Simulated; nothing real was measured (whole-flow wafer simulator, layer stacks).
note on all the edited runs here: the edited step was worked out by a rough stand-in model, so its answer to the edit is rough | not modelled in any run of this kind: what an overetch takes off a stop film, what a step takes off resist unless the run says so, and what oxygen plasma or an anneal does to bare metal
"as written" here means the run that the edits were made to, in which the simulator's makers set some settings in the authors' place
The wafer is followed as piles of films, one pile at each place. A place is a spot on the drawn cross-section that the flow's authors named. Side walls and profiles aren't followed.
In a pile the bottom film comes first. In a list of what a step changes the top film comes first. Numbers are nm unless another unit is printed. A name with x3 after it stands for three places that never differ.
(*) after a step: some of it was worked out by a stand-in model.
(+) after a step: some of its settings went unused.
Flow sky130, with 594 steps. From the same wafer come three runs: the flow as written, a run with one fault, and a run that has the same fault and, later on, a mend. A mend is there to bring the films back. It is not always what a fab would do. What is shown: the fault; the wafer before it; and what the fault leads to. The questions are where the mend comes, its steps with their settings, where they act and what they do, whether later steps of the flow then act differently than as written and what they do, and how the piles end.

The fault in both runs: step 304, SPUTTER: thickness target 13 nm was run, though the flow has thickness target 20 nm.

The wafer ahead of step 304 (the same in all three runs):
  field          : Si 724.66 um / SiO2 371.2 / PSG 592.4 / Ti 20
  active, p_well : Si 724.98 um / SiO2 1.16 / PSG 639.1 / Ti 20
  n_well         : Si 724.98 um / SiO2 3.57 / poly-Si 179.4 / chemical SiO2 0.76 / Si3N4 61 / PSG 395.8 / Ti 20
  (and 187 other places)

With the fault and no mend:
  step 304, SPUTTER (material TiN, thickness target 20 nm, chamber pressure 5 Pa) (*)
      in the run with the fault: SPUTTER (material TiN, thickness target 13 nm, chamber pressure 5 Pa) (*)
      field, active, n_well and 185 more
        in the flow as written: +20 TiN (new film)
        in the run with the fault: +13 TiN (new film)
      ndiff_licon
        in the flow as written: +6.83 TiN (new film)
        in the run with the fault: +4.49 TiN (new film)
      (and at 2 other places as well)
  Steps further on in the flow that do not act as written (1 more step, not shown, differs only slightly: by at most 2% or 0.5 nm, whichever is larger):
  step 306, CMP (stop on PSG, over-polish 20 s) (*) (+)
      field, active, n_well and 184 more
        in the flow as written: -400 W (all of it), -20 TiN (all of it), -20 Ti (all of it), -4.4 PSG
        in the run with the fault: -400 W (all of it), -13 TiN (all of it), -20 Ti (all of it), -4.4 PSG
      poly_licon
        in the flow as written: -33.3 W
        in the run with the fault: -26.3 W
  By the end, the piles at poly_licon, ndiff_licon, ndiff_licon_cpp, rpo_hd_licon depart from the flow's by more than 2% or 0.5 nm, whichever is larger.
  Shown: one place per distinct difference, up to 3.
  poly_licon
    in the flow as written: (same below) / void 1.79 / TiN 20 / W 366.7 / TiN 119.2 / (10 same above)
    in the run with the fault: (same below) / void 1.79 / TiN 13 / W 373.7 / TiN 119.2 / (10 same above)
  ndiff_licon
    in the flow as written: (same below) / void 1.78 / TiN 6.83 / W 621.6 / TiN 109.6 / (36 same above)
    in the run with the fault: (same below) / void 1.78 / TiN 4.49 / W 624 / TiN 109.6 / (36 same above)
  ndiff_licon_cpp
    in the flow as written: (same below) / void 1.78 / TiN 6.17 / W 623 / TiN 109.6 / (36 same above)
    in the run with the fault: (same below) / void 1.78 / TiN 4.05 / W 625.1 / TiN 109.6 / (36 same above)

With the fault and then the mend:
  After step 304 comes the mend.
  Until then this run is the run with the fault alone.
  step 304a, SPUTTER (material TiN, thickness target 7 nm, chamber pressure 5 Pa) (*) (a further turn of the flow's step 304, with different settings)
      field, active, n_well and 185 more
        +7 TiN
      ndiff_licon
        +2.34 TiN
      ndiff_licon_cpp
        +2.12 TiN
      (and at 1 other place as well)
  Later steps of the flow that are run all act as written at every place that is followed, up to a difference of at most 2% or 0.5 nm, whichever is larger.
  When the end is reached, the piles differ only a little from the flow's at the places that both follow, at most by 2% or 0.5 nm, whichever is larger.
